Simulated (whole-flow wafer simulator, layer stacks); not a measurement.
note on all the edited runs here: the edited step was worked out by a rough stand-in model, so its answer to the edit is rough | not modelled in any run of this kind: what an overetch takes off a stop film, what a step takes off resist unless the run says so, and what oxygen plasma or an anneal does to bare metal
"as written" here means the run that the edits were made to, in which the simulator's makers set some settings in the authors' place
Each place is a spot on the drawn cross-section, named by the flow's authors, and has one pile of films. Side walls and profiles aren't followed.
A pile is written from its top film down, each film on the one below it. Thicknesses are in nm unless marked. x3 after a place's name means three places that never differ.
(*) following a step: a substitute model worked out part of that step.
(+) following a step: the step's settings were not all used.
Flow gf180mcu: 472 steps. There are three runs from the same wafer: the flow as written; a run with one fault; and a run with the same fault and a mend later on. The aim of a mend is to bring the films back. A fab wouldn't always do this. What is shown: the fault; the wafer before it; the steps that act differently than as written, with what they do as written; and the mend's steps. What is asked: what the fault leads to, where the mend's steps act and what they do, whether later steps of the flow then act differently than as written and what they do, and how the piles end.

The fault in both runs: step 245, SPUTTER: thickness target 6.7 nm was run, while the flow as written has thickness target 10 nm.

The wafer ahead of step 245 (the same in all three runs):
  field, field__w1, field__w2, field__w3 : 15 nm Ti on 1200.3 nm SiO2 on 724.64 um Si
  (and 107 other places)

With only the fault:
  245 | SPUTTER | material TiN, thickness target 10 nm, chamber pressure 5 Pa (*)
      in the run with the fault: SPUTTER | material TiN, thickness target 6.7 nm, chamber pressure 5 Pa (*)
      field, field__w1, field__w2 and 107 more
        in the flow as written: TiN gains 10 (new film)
        in the run with the fault: TiN gains 6.7 (new film)
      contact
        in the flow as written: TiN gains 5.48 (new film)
        in the run with the fault: TiN gains 3.68 (new film)
  Steps later in the flow that act otherwise than as written (not shown: 1 more step that differs only slightly, by at most 2% or 0.5 nm, whichever is larger):
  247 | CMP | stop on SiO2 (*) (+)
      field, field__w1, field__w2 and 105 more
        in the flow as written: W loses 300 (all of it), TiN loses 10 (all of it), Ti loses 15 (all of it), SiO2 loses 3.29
        in the run with the fault: W loses 300 (all of it), TiN loses 6.7 (all of it), Ti loses 15 (all of it), SiO2 loses 3.26
  By the end, the piles at contact, polyc_n, polyc_p depart from the flow's by more than 2% or 0.5 nm, whichever is larger.
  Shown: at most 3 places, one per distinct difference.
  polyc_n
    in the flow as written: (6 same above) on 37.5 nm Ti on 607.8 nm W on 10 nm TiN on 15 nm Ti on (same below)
    in the run with the fault: (6 same above) on 37.5 nm Ti on 611.1 nm W on 6.7 nm TiN on 15 nm Ti on (same below)
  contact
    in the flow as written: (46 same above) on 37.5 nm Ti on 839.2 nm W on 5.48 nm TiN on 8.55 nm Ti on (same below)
    in the run with the fault: (46 same above) on 37.5 nm Ti on 841.1 nm W on 3.68 nm TiN on 8.55 nm Ti on (same below)

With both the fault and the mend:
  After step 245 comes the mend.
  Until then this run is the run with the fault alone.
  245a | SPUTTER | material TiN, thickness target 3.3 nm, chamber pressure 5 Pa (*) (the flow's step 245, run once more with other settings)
      field, field__w1, field__w2 and 107 more
        TiN gains 3.3
      contact
        TiN gains 1.81
  None of the later steps of the flow acts differently than as written at any place that is followed.
  By the end, the piles equal the flow's at every place that both follow.
